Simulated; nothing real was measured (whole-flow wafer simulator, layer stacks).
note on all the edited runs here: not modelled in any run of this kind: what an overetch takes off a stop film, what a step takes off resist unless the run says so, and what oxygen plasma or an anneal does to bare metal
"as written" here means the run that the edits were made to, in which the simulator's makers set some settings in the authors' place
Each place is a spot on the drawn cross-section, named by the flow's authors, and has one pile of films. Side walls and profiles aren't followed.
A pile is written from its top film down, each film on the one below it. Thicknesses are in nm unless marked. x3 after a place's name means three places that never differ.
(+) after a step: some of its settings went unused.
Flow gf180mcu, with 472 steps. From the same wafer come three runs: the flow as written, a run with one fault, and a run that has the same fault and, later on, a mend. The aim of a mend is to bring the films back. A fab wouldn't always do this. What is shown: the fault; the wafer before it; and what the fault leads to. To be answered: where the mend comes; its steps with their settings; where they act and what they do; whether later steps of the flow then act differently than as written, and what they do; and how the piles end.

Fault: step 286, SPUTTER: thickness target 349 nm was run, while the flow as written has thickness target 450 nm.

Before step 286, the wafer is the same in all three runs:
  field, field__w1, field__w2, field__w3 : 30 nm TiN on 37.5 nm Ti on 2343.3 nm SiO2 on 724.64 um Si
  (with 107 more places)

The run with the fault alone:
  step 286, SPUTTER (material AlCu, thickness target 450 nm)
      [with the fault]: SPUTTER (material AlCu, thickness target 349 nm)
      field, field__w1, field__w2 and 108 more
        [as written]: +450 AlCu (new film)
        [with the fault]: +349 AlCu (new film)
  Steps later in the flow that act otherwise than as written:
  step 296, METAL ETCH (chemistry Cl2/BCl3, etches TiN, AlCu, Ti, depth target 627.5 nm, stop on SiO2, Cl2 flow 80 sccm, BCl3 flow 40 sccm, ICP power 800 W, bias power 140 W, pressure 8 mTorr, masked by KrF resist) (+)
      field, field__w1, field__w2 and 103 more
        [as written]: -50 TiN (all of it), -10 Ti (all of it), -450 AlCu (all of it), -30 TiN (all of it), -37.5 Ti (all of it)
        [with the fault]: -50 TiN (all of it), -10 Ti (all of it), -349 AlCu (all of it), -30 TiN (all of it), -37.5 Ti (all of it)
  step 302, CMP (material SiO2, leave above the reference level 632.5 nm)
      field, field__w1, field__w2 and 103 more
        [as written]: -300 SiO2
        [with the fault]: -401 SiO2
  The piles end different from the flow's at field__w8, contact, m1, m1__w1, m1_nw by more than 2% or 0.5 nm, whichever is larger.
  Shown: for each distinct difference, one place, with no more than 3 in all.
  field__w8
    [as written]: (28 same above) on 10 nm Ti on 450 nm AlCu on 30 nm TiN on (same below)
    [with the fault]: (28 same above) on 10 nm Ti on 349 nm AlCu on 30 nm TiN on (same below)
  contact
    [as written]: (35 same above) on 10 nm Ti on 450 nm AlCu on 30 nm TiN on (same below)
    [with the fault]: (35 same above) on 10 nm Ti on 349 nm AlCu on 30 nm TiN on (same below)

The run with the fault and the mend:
  After step 286 comes the mend.
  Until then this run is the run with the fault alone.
  step 286a, SPUTTER (material AlCu, thickness target 101 nm) (the flow's step 286, run once more with other settings)
      field, field__w1, field__w2 and 108 more
        +101 AlCu
  Every later step of the flow that is run acts as written at every place that is followed.
  The piles end the same as the flow's at every place that both follow.
